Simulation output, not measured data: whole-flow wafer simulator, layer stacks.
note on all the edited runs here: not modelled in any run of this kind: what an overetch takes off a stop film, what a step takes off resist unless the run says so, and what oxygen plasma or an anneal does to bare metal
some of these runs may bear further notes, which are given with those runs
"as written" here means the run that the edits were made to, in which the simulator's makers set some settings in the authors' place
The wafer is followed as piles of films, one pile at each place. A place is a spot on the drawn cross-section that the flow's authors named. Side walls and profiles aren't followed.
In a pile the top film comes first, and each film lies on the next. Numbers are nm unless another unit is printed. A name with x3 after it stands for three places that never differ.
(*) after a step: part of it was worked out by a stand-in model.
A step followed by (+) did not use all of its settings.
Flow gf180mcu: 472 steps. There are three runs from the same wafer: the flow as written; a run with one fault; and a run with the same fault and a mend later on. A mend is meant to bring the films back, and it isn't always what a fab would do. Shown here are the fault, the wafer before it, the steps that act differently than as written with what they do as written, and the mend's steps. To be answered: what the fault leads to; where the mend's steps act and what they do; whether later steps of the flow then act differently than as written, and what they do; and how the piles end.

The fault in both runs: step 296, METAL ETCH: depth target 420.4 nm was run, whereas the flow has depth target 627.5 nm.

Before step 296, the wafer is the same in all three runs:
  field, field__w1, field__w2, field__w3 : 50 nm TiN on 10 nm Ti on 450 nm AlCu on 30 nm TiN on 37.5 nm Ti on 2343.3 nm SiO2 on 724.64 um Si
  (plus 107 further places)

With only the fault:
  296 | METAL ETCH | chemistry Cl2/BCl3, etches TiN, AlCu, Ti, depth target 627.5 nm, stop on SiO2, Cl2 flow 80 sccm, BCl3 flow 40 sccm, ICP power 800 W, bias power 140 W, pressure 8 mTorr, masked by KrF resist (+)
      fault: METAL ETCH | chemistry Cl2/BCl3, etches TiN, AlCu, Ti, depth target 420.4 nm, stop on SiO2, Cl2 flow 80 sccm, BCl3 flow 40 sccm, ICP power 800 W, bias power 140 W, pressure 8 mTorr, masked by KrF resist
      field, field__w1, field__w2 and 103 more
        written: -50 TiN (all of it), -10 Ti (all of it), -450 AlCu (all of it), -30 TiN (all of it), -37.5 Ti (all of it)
        fault: -50 TiN (all of it), -10 Ti (all of it), -360.4 AlCu
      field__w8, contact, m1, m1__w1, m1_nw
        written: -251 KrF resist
        fault: -168.2 KrF resist
  Steps further on in the flow that do not act as written:
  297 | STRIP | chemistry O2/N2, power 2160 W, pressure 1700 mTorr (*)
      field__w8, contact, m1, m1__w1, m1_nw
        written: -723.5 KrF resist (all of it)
        fault: -806.4 KrF resist (all of it)
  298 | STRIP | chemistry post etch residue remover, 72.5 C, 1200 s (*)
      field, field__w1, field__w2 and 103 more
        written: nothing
        fault: -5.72 AlCu
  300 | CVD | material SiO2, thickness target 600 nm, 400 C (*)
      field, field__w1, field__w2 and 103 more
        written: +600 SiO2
        fault: +600 SiO2 (new film)
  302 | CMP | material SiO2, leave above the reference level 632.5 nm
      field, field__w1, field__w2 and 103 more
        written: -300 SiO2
        fault: -451.4 SiO2
  The piles end different from the flow's at field, field__w1, field__w2 and 104 more by more than 2% or 0.5 nm, whichever is larger.
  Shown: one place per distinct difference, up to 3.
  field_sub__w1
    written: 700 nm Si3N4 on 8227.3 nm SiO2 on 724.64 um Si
    fault: 700 nm Si3N4 on 5732.6 nm SiO2 on 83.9 nm AlCu on 30 nm TiN on 37.5 nm Ti on 2343.2 nm SiO2 on 724.64 um Si
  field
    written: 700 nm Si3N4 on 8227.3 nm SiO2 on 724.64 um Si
    fault: 700 nm Si3N4 on 5732.6 nm SiO2 on 83.9 nm AlCu on 30 nm TiN on 37.5 nm Ti on 2343.3 nm SiO2 on 724.64 um Si
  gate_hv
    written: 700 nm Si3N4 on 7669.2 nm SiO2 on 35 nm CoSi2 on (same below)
    fault: 700 nm Si3N4 on 5732.6 nm SiO2 on 83.9 nm AlCu on 30 nm TiN on 37.5 nm Ti on 1785.1 nm SiO2 on 35 nm CoSi2 on (same below)

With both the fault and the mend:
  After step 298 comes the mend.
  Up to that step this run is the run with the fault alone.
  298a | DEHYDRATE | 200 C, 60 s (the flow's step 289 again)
      alters no film at any place that is followed
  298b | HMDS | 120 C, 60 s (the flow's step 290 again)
      alters no film at any place that is followed
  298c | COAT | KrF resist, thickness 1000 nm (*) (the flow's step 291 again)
      iso_ptap_pw, iso_ntap_nw, iso_nw_fld and 33 more
        +1000 KrF resist (new film)
      field__w2, field__w3, field__w5 and 14 more
        +1002.8 KrF resist (new film)
      field_sub__w4, field_sub__w5, ld_gate_p and 9 more
        +1002.7 KrF resist (new film)
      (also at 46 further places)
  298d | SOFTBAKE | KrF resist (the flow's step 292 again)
      alters no film at any place that is followed
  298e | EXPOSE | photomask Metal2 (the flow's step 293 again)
      alters no film at any place that is followed
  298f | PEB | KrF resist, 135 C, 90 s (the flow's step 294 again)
      field__w1, field__w2, field__w3 and 56 more
        -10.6 KrF resist
      iso_ptap_pw, iso_ntap_nw, iso_nw_fld and 33 more
        -10.5 KrF resist
      gate_hv, sd_p, nw_sep_fld, polyc_n, polyc_n_rim
        -10.7 KrF resist
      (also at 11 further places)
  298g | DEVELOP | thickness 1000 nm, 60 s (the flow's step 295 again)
      iso_ptap_pw, iso_ntap_nw, iso_nw_fld and 33 more
        -989.5 KrF resist (all of it)
      field__w1, field_sub, field_sub__w3 and 9 more
        -992.3 KrF resist (all of it)
      field_sub__w2, field_sub__w4, ld_drn_n and 9 more
        -992.1 KrF resist (all of it)
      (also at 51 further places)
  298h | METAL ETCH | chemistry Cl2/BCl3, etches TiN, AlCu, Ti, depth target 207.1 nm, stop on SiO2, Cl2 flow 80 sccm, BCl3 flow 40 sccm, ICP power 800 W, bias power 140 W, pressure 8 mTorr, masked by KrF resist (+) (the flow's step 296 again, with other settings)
      field, field__w1, field__w2 and 103 more
        -83.9 AlCu (all of it), -30 TiN (all of it), -37.5 Ti (all of it)
      field__w8, contact, m1, m1__w1, m1_nw
        -82.8 KrF resist
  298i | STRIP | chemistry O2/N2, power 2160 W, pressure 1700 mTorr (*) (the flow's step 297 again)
      field__w8
        -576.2 KrF resist (all of it)
      contact
        -574.1 KrF resist (all of it)
      m1
        -576.6 KrF resist (all of it)
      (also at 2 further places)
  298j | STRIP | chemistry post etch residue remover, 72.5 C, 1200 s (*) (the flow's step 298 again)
      field__w8, contact, m1, m1__w1, m1_nw
        -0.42 TiN
  Later steps of the flow that are run all act as written at every place that is followed, up to a difference of at most 2% or 0.5 nm, whichever is larger.
  At the end the piles are close to the flow's at the places that both follow, differing by at most 2% or 0.5 nm, whichever is larger.
